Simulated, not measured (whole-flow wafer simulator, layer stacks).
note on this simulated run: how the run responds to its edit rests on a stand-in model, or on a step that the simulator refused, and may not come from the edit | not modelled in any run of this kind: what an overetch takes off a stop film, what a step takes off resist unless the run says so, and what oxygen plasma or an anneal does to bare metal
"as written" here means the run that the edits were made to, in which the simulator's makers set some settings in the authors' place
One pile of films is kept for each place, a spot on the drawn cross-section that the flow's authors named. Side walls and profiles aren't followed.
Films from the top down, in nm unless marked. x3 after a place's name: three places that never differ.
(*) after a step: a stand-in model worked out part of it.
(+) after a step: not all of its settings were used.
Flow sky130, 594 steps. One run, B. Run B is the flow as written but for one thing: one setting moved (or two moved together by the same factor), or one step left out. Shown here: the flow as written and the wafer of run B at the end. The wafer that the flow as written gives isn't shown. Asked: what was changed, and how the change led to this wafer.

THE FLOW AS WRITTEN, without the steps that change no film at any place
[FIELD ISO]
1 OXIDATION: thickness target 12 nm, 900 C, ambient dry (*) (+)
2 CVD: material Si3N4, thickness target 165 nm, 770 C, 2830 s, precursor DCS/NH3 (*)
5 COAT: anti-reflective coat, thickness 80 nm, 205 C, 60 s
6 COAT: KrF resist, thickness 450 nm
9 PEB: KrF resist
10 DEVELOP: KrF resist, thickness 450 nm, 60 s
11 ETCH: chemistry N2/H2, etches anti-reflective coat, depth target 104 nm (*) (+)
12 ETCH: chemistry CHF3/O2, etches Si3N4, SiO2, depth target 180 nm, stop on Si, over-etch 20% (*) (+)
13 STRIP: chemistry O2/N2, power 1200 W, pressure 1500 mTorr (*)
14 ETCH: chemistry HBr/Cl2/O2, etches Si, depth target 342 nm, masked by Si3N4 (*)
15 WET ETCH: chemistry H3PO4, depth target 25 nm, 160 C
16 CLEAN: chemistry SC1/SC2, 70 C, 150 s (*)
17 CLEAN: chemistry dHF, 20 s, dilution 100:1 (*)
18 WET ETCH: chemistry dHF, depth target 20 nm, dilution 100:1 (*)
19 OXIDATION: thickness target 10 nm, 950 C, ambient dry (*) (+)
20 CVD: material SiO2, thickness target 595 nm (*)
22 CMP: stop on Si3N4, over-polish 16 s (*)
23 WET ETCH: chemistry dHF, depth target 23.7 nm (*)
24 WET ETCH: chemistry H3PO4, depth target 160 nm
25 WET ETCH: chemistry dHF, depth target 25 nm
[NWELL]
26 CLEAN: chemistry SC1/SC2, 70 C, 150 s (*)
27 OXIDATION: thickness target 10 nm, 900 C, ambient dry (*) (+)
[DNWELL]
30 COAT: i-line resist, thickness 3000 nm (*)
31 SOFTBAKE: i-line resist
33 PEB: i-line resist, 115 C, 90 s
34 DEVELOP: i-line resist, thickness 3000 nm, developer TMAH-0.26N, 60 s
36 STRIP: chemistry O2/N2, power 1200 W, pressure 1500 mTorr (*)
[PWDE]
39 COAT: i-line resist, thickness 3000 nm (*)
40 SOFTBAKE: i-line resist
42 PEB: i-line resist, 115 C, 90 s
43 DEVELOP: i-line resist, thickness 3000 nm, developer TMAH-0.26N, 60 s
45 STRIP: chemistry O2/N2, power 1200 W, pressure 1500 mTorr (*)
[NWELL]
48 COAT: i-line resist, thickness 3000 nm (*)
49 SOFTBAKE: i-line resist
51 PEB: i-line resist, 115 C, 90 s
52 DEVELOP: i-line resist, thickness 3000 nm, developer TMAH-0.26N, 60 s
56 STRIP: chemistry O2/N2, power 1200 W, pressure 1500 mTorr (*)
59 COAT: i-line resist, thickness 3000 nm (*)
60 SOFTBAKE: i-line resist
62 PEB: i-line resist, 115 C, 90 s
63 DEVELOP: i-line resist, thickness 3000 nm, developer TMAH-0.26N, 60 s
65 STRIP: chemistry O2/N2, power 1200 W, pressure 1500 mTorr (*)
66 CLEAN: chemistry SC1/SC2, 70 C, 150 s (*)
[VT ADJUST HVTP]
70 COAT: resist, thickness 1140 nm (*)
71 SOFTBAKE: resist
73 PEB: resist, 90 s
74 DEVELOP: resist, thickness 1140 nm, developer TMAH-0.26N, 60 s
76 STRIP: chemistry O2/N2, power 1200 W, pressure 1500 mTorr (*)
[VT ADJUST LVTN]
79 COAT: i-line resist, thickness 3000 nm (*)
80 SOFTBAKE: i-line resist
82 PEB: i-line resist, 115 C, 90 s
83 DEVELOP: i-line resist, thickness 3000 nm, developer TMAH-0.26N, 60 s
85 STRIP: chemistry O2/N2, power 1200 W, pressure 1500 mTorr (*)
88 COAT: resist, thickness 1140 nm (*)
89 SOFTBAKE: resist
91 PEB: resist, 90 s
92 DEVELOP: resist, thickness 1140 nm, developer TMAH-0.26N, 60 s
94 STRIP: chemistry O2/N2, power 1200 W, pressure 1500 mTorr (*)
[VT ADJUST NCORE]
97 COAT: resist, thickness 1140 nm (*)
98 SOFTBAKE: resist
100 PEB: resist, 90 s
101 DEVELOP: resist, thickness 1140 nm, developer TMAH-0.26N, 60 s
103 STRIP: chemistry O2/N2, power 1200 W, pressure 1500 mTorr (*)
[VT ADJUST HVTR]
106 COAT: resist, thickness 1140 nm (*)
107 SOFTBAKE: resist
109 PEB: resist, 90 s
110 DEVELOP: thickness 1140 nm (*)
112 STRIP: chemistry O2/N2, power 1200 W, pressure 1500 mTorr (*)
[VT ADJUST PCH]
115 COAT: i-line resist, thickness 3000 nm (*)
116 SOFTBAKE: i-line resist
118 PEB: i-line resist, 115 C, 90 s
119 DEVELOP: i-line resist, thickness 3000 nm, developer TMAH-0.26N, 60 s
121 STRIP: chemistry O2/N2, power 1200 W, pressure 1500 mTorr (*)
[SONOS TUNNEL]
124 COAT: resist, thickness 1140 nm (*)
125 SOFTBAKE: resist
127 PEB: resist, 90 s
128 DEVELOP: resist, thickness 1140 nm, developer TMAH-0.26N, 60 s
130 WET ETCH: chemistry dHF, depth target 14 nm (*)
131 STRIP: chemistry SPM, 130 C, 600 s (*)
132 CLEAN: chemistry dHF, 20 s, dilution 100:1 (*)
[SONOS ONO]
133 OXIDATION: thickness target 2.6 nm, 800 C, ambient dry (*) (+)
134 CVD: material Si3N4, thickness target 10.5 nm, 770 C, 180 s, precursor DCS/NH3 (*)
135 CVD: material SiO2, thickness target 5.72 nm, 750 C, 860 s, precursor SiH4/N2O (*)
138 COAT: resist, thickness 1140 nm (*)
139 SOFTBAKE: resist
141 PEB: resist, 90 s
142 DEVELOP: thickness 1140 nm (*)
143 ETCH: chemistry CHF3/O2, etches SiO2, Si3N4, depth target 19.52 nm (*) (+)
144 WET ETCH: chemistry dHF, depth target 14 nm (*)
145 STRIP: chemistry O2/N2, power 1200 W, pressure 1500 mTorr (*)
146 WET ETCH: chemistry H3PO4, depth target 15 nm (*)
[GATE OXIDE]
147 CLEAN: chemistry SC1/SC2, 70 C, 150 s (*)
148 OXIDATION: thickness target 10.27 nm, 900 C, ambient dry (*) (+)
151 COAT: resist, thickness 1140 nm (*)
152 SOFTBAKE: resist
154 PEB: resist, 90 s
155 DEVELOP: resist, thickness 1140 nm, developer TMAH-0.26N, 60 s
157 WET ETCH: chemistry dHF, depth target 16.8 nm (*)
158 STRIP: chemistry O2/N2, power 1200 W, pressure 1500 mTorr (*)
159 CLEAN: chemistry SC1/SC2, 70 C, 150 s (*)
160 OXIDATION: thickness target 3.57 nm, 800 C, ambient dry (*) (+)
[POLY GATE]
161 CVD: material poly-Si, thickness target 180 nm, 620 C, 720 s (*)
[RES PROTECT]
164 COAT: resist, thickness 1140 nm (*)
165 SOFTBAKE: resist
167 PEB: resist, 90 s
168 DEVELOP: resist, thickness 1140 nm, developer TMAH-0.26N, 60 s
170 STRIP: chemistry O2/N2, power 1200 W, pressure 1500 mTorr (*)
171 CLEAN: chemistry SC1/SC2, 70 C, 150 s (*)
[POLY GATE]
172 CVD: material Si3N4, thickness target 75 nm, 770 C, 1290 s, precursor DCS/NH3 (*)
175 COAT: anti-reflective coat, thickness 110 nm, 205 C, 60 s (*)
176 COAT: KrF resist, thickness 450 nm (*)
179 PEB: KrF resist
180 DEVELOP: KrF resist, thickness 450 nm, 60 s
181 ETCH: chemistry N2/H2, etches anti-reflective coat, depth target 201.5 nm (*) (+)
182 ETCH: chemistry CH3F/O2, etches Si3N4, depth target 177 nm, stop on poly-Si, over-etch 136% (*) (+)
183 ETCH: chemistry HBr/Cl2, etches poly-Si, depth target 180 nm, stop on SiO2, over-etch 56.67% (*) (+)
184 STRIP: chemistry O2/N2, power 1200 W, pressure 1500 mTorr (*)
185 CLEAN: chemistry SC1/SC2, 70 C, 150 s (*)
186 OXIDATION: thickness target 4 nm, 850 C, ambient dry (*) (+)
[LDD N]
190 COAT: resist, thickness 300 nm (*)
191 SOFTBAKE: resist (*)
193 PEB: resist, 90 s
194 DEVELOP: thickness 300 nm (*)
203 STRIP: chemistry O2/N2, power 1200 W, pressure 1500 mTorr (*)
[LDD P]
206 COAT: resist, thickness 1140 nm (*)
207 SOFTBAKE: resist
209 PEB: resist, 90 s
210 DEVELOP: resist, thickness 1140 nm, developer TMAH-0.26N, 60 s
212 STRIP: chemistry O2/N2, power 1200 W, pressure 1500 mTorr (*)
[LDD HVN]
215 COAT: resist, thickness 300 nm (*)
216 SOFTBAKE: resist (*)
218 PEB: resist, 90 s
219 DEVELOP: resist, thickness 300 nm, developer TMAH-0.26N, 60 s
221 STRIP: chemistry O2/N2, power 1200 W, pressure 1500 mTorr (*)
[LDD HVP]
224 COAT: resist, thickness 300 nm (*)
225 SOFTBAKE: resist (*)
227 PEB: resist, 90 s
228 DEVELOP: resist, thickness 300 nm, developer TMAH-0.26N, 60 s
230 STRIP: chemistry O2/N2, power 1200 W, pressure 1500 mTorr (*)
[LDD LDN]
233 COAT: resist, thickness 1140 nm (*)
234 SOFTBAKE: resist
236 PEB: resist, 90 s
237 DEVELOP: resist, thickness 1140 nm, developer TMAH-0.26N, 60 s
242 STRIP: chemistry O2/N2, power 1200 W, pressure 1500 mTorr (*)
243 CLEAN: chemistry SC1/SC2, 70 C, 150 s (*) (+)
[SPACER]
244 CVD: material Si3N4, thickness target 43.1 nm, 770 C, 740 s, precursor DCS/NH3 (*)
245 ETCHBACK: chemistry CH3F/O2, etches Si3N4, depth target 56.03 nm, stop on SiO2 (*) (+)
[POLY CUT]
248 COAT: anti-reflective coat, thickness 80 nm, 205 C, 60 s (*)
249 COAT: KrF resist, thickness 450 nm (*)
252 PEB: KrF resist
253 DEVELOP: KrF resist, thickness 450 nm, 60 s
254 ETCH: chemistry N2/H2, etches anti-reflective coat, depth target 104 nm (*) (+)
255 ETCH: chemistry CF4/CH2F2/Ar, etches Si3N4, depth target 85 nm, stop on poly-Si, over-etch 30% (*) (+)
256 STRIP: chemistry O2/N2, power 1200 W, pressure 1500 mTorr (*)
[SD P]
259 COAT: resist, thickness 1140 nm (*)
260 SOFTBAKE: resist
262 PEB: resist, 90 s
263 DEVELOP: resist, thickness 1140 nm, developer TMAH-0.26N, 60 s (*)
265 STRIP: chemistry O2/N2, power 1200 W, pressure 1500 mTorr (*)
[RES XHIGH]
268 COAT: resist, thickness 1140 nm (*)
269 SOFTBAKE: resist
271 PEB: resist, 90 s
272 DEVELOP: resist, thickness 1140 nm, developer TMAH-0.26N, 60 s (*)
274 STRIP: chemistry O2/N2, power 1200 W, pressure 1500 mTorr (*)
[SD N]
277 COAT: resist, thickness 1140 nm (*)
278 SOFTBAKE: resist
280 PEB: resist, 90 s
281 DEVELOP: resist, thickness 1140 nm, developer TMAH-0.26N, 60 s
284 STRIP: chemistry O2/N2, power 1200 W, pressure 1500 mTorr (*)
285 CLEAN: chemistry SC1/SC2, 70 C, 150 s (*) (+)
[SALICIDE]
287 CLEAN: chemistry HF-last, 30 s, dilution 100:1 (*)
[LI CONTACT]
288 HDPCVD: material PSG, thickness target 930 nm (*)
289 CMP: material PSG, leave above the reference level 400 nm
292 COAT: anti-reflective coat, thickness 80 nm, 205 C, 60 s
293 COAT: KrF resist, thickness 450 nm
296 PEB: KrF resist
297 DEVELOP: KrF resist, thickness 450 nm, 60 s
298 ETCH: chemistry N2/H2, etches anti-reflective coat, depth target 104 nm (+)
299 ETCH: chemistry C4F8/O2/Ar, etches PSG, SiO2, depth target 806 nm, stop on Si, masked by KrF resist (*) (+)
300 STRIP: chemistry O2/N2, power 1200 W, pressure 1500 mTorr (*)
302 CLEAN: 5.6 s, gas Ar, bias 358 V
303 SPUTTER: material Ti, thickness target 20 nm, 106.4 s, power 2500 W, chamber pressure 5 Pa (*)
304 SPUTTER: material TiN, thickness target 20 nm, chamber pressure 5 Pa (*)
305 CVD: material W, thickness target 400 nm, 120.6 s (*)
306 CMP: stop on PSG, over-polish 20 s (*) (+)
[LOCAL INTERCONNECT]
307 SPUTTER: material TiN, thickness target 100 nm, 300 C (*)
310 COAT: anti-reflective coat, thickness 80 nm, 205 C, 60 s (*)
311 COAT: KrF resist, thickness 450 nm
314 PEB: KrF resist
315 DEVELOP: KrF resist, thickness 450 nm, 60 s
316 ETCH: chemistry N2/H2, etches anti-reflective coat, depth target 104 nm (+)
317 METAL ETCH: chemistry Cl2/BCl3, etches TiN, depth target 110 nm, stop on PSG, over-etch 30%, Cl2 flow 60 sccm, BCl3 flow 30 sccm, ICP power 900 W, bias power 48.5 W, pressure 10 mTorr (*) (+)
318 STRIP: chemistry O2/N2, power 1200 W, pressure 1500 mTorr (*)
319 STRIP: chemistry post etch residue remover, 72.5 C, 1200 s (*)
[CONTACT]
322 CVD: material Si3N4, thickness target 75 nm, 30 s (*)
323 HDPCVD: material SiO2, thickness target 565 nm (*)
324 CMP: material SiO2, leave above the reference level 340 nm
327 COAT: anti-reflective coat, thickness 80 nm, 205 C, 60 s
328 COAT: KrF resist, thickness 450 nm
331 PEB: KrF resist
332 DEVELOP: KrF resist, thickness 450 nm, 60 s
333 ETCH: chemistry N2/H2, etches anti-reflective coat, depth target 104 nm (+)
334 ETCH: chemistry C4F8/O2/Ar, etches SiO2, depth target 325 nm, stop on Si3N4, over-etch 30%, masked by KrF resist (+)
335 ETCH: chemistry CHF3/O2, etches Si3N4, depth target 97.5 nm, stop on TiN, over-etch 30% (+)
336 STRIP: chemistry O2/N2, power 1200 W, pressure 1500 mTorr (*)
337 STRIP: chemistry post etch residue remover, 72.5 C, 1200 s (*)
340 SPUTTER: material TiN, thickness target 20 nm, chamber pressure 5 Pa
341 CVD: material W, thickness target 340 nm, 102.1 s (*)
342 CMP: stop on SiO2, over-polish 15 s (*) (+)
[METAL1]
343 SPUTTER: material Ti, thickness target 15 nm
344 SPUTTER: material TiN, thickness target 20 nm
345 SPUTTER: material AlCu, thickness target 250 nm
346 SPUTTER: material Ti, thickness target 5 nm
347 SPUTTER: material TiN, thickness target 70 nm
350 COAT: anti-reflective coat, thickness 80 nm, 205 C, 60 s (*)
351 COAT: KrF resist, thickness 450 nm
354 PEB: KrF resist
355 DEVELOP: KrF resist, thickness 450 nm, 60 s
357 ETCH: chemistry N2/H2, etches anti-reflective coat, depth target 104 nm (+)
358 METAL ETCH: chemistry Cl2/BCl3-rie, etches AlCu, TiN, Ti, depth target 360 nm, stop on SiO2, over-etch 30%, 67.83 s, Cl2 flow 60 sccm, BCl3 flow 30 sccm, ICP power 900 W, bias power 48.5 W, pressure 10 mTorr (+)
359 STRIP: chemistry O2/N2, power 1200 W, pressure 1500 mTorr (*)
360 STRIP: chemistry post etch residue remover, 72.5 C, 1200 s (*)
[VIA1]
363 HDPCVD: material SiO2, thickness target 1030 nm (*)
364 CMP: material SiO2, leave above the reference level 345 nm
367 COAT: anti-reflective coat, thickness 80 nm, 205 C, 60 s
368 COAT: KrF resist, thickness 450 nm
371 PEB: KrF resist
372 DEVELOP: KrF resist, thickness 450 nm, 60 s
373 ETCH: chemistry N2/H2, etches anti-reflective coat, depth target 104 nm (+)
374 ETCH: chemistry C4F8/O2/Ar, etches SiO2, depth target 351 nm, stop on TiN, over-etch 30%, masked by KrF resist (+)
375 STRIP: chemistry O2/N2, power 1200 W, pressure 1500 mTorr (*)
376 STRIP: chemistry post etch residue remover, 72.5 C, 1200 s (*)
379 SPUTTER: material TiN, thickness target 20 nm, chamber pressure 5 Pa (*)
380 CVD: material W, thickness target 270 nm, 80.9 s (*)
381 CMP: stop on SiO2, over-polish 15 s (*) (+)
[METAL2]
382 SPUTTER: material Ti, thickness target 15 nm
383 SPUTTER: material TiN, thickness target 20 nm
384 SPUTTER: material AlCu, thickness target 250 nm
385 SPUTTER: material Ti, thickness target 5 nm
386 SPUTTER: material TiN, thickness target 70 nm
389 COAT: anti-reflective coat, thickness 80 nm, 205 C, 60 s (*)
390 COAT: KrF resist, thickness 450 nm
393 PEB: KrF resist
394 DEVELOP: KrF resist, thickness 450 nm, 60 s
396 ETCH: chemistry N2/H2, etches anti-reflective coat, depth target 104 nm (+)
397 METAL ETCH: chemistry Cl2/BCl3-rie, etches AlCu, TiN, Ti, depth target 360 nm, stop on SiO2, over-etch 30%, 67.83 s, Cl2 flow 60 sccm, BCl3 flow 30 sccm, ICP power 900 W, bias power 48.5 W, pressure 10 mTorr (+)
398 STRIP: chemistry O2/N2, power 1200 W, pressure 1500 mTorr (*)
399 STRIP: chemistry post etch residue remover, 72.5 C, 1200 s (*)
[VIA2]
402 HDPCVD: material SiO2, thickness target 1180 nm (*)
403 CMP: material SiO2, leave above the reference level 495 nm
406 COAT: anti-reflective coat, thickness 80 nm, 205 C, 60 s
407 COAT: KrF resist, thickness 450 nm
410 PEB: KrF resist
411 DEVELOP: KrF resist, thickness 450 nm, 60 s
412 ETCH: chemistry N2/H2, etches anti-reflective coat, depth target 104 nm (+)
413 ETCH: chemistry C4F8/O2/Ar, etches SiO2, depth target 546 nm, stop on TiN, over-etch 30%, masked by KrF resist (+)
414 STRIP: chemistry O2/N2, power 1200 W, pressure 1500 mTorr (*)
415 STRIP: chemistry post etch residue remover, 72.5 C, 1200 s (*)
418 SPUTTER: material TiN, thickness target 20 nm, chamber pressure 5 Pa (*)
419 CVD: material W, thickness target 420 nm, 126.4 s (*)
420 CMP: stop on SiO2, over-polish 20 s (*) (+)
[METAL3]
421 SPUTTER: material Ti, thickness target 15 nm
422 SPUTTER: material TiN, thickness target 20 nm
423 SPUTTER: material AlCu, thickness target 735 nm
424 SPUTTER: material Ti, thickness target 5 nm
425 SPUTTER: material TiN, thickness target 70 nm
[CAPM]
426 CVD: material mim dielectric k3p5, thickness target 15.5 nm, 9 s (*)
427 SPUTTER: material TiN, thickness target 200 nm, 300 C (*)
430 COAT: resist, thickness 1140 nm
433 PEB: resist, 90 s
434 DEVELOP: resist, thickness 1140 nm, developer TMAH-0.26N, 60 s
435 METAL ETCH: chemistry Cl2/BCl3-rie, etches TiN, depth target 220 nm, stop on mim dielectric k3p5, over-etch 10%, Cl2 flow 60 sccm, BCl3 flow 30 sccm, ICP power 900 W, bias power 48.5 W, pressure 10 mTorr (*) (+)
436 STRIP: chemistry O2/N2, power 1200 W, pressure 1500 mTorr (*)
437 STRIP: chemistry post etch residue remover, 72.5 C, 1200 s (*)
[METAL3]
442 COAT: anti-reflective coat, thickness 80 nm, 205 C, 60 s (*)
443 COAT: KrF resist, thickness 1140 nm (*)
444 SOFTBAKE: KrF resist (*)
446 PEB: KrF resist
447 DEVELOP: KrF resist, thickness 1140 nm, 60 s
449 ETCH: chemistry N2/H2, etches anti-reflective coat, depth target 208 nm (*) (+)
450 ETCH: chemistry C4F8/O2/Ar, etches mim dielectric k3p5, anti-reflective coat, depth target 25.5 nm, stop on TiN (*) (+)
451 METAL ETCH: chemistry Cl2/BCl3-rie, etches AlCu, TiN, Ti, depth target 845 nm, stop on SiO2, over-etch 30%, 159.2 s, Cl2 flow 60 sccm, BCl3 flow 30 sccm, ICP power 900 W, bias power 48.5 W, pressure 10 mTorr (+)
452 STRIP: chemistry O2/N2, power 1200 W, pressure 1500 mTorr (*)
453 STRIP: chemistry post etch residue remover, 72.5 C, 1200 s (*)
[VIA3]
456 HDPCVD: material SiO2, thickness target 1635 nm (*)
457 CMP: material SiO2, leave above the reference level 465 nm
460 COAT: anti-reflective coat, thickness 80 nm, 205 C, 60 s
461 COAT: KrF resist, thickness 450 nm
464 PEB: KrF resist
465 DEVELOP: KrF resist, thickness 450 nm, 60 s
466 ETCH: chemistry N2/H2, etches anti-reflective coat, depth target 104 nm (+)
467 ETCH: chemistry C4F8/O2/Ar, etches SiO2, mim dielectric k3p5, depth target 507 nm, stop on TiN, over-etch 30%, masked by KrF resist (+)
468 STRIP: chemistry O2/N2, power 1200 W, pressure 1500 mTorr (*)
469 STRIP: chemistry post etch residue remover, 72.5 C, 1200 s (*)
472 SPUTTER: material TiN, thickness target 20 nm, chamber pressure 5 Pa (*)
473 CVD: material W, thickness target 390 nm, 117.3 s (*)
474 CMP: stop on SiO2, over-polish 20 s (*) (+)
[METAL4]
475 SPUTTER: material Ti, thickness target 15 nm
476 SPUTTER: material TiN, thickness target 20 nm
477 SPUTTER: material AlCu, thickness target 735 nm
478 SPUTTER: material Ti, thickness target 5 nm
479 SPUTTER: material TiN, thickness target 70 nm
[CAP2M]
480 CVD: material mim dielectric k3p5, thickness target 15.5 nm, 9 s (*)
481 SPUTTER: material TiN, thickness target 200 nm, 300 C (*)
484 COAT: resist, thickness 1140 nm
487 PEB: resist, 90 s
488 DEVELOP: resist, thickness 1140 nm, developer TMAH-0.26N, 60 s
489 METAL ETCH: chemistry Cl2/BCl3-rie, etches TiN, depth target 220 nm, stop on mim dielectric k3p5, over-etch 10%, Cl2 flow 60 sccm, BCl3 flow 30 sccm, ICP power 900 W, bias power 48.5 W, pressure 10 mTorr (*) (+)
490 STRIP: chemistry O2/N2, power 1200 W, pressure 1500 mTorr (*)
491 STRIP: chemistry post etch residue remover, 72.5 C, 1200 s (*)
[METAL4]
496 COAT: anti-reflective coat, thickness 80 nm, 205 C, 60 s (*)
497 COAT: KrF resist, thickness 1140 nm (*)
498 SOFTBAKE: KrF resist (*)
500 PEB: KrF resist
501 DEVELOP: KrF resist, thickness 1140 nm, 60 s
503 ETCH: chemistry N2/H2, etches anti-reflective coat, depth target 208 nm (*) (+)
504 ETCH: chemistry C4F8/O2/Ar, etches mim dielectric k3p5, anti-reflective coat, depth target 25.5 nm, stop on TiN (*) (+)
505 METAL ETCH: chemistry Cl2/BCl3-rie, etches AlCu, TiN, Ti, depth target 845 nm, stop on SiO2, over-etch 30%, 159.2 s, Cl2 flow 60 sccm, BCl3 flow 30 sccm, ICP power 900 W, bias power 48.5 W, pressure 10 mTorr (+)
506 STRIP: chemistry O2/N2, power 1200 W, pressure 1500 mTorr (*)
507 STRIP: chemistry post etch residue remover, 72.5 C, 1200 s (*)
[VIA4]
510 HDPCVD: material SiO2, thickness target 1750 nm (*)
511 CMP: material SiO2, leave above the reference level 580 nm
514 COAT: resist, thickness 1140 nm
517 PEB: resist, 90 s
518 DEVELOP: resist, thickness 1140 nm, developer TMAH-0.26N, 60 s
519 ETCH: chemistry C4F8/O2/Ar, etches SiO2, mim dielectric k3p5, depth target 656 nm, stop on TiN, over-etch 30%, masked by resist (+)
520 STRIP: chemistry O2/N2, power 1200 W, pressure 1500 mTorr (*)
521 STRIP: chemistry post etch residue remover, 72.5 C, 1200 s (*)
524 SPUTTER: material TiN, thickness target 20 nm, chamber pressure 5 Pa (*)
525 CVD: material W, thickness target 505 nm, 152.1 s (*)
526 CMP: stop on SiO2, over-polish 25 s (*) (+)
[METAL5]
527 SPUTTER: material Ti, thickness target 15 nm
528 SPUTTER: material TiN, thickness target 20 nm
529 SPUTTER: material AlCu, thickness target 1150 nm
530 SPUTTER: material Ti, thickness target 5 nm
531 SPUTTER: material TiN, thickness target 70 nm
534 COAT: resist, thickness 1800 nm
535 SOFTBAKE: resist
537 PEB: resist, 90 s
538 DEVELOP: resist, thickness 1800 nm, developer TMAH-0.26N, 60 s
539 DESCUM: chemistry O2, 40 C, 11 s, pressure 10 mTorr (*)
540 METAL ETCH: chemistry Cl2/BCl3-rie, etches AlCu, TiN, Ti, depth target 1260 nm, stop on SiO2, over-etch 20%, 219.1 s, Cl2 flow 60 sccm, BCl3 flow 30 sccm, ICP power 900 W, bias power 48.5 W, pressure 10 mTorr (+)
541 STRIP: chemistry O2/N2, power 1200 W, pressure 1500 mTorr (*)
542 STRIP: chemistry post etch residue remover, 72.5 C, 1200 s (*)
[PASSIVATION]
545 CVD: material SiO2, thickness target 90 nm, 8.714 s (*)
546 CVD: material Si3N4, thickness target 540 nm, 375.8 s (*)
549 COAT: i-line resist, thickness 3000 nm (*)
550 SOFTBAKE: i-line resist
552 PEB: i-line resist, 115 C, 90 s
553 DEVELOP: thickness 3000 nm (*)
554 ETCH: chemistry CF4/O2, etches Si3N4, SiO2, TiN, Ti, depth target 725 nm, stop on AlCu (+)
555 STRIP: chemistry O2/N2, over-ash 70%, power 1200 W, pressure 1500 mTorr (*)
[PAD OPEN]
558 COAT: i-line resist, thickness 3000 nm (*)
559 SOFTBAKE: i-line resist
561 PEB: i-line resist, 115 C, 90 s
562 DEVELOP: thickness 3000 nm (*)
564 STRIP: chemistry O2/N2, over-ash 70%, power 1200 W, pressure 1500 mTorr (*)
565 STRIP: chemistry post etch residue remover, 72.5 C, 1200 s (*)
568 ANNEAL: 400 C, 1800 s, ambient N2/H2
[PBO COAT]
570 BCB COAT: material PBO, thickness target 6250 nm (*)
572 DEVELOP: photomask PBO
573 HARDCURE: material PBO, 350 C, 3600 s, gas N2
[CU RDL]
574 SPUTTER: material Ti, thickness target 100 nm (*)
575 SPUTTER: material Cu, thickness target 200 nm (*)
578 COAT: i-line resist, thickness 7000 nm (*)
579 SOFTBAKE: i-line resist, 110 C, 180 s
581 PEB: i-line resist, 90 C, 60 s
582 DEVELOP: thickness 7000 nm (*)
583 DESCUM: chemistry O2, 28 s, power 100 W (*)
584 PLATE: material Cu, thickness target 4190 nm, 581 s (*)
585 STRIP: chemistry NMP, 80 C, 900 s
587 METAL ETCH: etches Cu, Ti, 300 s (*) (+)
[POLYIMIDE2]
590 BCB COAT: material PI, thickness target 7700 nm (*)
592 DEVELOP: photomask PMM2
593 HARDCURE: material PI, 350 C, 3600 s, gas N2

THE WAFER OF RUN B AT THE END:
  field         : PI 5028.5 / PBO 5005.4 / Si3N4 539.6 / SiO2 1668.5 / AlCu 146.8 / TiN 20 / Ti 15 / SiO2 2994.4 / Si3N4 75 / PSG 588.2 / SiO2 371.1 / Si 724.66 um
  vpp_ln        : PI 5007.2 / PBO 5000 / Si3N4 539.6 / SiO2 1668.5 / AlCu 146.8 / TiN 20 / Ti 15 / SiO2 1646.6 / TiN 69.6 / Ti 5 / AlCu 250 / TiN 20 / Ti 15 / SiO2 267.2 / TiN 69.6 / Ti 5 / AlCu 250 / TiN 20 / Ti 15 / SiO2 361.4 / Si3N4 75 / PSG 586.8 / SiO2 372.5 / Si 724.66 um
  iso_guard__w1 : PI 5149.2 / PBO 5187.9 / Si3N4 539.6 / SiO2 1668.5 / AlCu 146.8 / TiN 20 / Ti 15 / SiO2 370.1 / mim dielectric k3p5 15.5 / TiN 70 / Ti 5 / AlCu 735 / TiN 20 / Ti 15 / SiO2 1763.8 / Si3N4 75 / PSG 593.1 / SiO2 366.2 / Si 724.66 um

The cause: step 477, SPUTTER: thickness target 1176 nm was run, where the flow has thickness target 735 nm.

How the change led to this, step by step:
  477 SPUTTER: material AlCu, thickness target 735 nm
      field, active, n_well and 189 more: AlCu +1176 (new film) (as written it would be: AlCu +735 (new film))
  505 METAL ETCH: chemistry Cl2/BCl3-rie, etches AlCu, TiN, Ti, depth target 845 nm, stop on SiO2, over-etch 30%, 159.2 s, Cl2 flow 60 sccm, BCl3 flow 30 sccm, ICP power 900 W, bias power 48.5 W, pressure 10 mTorr (+)
      field, active, gate and 70 more: TiN -70 (all of it), Ti -5 (all of it), AlCu -1023.5 (as written it would be: TiN -70 (all of it), Ti -5 (all of it), AlCu -735 (all of it), TiN -20 (all of it), Ti -15 (all of it), SiO2 -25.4)
      vpp_iso1, mim_edge_plate, m1_ln and 12 more: TiN -70 (all of it), Ti -5 (all of it), AlCu -1023.5 (as written it would be: TiN -70 (all of it), Ti -5 (all of it), AlCu -735 (all of it), TiN -20 (all of it), Ti -15 (all of it), SiO2 -25.3)
  507 STRIP: chemistry post etch residue remover, 72.5 C, 1200 s (*)
      field, active, gate and 85 more: AlCu -5.72 (as written it would be: nothing)
  510 HDPCVD: material SiO2, thickness target 1750 nm (*)
      field, active, gate and 85 more: SiO2 +1750 (new film) (as written it would be: SiO2 +1750)
  511 CMP: material SiO2, leave above the reference level 580 nm
      field, active, gate and 76 more: SiO2 -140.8 (as written it would be: SiO2 -374.7)
      iso_guard__w1, mim_edge_gap, vpp_l1ln and 6 more: SiO2 -140.8 (as written it would be: SiO2 -374.6)
Counting metal films that touch as one body, field has 1 body; the flow as written gives 0 bodies.
Counting metal films that touch as one body, vpp_ln has 3 bodies (between them, from the top down: SiO2 1646.6; SiO2 267.2); the flow as written gives 2 bodies (between them, from the top down: SiO2 267.2).
Counting metal films that touch as one body, iso_guard__w1 has 2 bodies (between them, from the top down: SiO2 370.1 / mim dielectric k3p5 15.5); the flow as written gives 1 body.
